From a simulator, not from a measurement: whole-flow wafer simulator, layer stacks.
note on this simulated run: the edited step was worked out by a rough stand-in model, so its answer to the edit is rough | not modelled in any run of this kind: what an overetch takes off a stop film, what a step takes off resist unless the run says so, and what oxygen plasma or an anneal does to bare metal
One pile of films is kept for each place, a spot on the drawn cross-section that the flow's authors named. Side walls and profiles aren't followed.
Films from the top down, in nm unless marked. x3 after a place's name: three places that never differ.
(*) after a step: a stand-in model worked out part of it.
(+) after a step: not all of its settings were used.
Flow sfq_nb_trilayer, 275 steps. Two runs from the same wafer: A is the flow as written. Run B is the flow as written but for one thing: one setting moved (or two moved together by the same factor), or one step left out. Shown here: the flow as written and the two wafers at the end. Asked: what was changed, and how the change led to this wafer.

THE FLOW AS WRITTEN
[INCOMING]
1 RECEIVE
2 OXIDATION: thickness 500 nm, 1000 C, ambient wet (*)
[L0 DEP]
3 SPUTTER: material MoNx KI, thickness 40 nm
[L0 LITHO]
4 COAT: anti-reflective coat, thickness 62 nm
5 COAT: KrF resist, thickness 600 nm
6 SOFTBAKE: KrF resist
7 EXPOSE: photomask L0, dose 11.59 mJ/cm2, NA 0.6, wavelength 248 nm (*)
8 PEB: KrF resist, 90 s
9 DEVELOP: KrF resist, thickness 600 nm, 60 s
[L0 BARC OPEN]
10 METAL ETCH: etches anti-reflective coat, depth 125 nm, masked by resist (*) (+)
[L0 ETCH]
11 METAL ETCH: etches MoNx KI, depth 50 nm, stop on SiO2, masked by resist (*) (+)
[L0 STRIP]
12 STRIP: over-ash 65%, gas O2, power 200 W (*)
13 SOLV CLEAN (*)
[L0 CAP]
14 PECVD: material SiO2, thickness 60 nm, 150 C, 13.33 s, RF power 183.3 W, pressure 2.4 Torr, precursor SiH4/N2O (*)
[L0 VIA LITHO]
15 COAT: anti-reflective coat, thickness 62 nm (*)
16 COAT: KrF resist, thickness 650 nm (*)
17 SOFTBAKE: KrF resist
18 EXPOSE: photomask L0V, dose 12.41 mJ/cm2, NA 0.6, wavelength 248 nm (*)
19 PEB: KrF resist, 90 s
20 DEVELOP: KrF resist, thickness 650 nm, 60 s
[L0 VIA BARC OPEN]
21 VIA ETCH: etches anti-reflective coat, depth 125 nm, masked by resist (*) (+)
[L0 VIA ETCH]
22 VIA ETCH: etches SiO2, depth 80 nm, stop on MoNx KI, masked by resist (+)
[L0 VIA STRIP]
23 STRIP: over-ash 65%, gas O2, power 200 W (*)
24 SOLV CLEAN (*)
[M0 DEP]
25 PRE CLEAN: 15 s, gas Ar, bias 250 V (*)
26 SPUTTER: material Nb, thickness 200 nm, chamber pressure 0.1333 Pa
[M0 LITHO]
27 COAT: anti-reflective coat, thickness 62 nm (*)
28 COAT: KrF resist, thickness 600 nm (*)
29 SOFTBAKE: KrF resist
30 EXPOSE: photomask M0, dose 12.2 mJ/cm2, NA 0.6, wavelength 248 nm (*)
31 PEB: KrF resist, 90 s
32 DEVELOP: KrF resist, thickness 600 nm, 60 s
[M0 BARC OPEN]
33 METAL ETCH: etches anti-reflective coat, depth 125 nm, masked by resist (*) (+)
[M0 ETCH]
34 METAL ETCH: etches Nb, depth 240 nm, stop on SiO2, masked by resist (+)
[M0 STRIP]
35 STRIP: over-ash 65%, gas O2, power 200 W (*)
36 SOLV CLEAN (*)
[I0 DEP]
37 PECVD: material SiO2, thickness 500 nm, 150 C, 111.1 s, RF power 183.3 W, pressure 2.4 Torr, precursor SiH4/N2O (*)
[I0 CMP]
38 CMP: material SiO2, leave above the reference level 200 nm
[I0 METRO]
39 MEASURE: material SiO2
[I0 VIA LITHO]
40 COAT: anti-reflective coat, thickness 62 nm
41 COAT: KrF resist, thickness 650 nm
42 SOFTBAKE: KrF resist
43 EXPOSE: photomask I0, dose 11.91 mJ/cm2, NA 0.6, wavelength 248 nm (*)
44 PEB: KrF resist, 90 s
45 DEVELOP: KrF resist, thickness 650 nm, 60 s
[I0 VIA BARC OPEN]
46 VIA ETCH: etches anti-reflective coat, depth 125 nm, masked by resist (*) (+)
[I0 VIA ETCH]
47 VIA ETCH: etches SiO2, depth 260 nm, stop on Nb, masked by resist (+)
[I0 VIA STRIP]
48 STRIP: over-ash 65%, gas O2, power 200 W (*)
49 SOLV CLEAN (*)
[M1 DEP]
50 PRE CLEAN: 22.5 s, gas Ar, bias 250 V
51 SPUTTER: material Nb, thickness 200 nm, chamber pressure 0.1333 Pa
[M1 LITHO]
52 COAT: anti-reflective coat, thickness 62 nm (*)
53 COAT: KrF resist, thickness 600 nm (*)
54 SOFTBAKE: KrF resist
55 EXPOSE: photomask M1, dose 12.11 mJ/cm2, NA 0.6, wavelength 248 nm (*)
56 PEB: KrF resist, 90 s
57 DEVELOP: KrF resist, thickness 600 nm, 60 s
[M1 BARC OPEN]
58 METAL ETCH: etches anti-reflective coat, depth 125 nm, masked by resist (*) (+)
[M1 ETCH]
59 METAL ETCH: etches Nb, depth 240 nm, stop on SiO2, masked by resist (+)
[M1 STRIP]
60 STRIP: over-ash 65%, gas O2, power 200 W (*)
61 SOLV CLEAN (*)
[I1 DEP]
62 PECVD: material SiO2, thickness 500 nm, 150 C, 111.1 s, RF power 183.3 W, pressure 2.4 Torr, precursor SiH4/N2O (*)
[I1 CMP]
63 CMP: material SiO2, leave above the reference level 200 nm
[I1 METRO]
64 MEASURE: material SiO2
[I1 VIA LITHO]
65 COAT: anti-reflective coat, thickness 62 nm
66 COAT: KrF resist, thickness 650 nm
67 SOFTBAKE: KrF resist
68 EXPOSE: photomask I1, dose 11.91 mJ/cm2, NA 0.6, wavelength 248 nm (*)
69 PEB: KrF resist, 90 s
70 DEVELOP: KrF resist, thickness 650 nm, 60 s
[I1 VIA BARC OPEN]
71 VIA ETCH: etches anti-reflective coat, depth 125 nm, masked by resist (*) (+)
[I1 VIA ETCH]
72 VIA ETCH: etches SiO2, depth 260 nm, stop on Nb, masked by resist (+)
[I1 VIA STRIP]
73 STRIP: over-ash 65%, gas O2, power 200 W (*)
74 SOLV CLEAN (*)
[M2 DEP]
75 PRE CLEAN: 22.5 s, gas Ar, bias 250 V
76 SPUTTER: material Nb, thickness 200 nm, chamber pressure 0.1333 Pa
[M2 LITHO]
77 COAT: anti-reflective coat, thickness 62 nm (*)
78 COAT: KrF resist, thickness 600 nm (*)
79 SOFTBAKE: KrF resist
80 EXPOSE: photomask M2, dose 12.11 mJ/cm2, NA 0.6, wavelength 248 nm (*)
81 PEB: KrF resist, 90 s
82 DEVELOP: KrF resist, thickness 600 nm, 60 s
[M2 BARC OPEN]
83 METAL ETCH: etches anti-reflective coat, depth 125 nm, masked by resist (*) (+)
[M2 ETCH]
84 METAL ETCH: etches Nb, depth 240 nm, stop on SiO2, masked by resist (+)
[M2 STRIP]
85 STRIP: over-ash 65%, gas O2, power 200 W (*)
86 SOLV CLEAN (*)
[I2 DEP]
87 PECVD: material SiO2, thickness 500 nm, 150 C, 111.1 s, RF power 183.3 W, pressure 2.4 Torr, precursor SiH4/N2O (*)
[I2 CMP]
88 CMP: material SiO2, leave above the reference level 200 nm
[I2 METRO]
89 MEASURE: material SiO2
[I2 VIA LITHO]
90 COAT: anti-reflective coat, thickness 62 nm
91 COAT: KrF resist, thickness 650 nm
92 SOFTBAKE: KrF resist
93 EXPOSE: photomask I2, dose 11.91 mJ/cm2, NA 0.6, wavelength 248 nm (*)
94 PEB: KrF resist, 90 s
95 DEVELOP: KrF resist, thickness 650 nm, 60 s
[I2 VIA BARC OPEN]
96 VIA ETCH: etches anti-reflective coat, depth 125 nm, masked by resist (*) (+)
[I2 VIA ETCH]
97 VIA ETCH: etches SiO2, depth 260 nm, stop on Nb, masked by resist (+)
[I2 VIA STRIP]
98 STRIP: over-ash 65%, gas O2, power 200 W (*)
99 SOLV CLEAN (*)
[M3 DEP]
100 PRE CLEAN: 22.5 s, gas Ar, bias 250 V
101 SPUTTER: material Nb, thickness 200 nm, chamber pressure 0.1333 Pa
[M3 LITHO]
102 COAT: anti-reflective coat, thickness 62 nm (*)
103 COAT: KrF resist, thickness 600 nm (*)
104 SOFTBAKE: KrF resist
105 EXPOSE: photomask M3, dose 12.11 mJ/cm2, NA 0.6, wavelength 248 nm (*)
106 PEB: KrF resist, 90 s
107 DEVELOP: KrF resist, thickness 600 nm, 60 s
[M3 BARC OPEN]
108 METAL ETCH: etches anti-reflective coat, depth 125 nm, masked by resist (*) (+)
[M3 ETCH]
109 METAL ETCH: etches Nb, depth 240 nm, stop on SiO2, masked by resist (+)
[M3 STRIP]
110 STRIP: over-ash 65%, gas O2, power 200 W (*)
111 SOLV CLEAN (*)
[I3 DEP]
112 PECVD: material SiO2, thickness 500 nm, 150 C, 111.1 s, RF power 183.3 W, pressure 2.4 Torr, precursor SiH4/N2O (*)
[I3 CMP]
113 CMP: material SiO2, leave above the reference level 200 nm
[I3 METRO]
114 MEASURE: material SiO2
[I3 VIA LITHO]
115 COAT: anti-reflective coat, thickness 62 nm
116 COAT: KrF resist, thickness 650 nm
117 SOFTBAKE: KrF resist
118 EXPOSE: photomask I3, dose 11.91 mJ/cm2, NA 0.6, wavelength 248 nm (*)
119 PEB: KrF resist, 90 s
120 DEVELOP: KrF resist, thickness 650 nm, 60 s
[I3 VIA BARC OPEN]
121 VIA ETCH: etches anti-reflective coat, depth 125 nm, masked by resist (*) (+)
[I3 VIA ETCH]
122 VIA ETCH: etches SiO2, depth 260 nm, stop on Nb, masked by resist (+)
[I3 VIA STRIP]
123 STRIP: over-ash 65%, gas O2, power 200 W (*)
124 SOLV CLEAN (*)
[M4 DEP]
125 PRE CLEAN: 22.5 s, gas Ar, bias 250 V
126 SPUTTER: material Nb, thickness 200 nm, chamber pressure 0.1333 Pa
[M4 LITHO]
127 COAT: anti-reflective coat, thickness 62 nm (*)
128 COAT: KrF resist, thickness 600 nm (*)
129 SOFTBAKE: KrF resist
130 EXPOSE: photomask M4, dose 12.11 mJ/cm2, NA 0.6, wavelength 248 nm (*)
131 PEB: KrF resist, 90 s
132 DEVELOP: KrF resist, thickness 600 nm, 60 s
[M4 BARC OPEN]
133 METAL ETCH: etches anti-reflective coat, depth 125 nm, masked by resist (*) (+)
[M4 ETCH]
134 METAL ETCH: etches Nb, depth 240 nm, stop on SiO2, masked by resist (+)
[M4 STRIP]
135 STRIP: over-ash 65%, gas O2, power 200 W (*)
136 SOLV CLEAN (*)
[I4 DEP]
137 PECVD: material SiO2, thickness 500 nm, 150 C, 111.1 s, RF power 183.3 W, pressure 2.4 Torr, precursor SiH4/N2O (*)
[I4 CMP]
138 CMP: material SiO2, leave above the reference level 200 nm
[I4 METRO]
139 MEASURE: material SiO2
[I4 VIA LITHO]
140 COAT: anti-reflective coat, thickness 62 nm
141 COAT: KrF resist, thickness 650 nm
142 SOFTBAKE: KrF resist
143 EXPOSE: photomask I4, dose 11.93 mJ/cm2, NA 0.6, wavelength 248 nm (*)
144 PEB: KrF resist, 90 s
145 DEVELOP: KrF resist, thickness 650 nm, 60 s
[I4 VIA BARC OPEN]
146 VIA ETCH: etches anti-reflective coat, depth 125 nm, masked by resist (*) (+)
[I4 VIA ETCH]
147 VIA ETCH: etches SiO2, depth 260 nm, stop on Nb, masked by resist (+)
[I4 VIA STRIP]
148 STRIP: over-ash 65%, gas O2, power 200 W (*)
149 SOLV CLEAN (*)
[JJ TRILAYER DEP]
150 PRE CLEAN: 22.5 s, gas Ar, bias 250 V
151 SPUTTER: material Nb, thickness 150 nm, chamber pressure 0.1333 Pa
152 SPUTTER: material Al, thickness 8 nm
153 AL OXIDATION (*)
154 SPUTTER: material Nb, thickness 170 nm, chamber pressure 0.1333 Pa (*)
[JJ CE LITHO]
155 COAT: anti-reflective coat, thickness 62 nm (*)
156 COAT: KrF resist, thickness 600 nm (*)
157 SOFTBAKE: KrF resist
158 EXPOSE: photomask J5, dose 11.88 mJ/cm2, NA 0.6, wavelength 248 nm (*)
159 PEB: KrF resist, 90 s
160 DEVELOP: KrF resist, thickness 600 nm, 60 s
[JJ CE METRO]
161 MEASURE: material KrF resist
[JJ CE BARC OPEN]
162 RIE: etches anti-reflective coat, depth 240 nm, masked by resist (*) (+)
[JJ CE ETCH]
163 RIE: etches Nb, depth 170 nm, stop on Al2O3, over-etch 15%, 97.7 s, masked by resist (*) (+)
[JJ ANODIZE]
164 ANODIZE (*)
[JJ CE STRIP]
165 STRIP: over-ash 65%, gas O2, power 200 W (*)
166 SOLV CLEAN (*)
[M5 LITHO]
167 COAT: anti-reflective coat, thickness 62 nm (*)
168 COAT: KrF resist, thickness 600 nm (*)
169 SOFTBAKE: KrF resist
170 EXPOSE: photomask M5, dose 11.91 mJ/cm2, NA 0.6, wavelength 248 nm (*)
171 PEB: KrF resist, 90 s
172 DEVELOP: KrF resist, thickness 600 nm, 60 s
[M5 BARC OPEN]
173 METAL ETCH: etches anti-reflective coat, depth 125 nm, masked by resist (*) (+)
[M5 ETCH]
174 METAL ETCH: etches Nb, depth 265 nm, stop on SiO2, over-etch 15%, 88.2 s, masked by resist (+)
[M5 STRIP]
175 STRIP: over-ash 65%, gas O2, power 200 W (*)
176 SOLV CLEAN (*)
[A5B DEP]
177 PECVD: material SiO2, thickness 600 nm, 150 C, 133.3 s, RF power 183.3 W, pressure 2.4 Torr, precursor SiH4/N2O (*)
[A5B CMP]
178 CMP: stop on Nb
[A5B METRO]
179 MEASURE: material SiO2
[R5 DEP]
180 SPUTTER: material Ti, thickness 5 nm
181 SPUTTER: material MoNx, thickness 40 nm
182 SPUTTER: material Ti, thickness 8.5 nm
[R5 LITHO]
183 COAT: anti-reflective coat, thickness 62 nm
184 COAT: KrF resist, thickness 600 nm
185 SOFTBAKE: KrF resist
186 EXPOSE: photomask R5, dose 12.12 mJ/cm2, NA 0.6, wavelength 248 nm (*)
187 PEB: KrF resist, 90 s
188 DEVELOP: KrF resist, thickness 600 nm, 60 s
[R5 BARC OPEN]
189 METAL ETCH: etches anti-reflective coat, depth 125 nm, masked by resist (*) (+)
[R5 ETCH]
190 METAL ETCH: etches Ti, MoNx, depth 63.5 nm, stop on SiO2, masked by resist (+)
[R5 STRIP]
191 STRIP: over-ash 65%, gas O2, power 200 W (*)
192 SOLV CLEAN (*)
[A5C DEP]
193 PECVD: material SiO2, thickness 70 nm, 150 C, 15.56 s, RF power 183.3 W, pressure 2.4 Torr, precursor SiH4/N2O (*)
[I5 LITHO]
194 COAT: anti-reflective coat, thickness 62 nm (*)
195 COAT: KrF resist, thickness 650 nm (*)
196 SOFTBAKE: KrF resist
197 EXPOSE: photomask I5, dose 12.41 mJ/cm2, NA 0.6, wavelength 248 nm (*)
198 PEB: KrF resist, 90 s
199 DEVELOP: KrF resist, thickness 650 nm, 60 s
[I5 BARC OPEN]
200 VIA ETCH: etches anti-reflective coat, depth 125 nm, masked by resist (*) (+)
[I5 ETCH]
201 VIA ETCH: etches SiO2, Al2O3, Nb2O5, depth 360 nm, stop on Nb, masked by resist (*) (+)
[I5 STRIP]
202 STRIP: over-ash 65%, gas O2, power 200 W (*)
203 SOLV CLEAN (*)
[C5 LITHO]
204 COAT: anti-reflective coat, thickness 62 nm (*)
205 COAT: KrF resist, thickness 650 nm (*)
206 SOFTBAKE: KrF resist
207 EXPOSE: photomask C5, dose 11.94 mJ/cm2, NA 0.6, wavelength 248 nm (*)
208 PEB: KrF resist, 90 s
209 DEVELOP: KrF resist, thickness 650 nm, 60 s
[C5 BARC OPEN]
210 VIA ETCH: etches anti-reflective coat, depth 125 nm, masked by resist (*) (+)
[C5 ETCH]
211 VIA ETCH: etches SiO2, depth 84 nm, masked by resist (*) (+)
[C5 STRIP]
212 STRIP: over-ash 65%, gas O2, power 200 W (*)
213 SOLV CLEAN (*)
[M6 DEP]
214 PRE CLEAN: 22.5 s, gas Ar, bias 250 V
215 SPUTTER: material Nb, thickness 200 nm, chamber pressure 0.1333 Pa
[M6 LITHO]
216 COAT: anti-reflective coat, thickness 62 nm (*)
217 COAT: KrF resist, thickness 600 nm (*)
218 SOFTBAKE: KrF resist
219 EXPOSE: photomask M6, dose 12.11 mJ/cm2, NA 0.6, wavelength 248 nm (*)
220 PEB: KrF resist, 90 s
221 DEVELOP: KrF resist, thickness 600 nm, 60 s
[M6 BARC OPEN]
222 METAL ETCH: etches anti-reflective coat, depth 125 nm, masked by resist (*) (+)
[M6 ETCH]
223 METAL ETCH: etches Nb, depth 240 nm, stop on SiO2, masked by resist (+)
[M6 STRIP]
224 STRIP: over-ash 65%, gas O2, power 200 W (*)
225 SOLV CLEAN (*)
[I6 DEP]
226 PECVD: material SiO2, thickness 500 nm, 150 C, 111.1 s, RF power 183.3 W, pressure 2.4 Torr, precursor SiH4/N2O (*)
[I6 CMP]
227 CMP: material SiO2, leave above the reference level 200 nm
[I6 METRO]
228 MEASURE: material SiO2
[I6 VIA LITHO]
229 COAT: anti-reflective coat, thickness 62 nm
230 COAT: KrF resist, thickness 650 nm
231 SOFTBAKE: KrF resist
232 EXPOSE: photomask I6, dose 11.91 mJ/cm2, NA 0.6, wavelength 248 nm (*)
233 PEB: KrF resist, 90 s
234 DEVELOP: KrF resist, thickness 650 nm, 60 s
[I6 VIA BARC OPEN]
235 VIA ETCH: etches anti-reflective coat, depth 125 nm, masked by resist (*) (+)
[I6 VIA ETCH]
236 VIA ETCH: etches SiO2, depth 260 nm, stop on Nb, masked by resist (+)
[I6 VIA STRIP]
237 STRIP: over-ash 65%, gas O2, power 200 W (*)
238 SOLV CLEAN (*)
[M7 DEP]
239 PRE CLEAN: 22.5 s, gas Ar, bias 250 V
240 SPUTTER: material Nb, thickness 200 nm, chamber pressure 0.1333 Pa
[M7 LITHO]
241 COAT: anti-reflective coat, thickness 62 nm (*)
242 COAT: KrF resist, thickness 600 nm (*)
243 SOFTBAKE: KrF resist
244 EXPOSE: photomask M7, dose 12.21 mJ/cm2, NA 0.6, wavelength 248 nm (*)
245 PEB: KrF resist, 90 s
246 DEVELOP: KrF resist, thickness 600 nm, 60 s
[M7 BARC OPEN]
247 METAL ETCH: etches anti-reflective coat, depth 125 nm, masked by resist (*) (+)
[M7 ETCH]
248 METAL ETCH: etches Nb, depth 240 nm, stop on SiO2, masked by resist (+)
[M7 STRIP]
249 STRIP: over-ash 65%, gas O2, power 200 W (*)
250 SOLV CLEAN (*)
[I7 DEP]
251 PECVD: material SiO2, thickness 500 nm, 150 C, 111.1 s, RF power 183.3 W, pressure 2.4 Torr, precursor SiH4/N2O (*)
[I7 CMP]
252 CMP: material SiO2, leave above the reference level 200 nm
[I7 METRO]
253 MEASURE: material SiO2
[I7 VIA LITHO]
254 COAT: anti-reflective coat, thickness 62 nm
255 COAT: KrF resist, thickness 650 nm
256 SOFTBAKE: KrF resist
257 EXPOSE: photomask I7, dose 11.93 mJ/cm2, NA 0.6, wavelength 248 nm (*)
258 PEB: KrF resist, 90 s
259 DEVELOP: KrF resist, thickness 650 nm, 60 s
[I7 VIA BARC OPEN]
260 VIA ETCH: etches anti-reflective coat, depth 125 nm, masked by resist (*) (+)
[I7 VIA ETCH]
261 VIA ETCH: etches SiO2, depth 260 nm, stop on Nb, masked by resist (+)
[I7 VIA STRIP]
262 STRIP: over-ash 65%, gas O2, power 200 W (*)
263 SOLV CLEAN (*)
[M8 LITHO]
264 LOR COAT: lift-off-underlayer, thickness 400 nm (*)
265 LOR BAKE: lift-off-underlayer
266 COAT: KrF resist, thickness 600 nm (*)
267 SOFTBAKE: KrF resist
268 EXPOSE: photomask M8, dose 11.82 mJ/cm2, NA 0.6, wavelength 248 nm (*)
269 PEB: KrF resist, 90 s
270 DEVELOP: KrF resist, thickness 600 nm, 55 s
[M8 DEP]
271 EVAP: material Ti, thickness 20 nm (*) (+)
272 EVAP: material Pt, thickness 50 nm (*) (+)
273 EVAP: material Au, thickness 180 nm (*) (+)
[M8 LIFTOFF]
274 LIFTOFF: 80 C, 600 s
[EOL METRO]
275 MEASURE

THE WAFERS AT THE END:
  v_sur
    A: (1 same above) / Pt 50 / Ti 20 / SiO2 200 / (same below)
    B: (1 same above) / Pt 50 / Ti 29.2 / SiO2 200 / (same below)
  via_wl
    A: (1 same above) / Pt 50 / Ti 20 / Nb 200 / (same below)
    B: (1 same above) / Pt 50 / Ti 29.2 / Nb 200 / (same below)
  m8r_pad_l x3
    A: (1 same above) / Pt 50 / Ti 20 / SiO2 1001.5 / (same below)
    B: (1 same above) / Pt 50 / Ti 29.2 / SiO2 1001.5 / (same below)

The cause: step 271, EVAP: thickness 29.2 nm was run, where the flow has thickness 20 nm.
It can be read off the wafer: v_sur has Ti 29.2, and step 271 as written asks for 20 nm.

How the change led to this, step by step:
  271 EVAP: material Ti, thickness 20 nm (*) (+)
      field_l, v_sur, via_wl and 103 more: A Ti +20 (new film) | B Ti +29.2 (new film)
  274 LIFTOFF: 80 C, 600 s
      p4_fl x3, p4_w1 x9, p4_g1 x2 and 60 more: A Au -180 (all of it), Pt -50 (all of it), Ti -20 (all of it), KrF resist -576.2 (all of it), lift-off-underlayer -400 (all of it) | B Au -180 (all of it), Pt -50 (all of it), Ti -29.2 (all of it), KrF resist -576.2 (all of it), lift-off-underlayer -400 (all of it)
      c5j, ce_r: A Au -180 (all of it), Pt -50 (all of it), Ti -20 (all of it), KrF resist -573.3 (all of it), lift-off-underlayer -399.3 (all of it) | B Au -180 (all of it), Pt -50 (all of it), Ti -29.2 (all of it), KrF resist -573.3 (all of it), lift-off-underlayer -399.3 (all of it)
      (and at 19 more places)
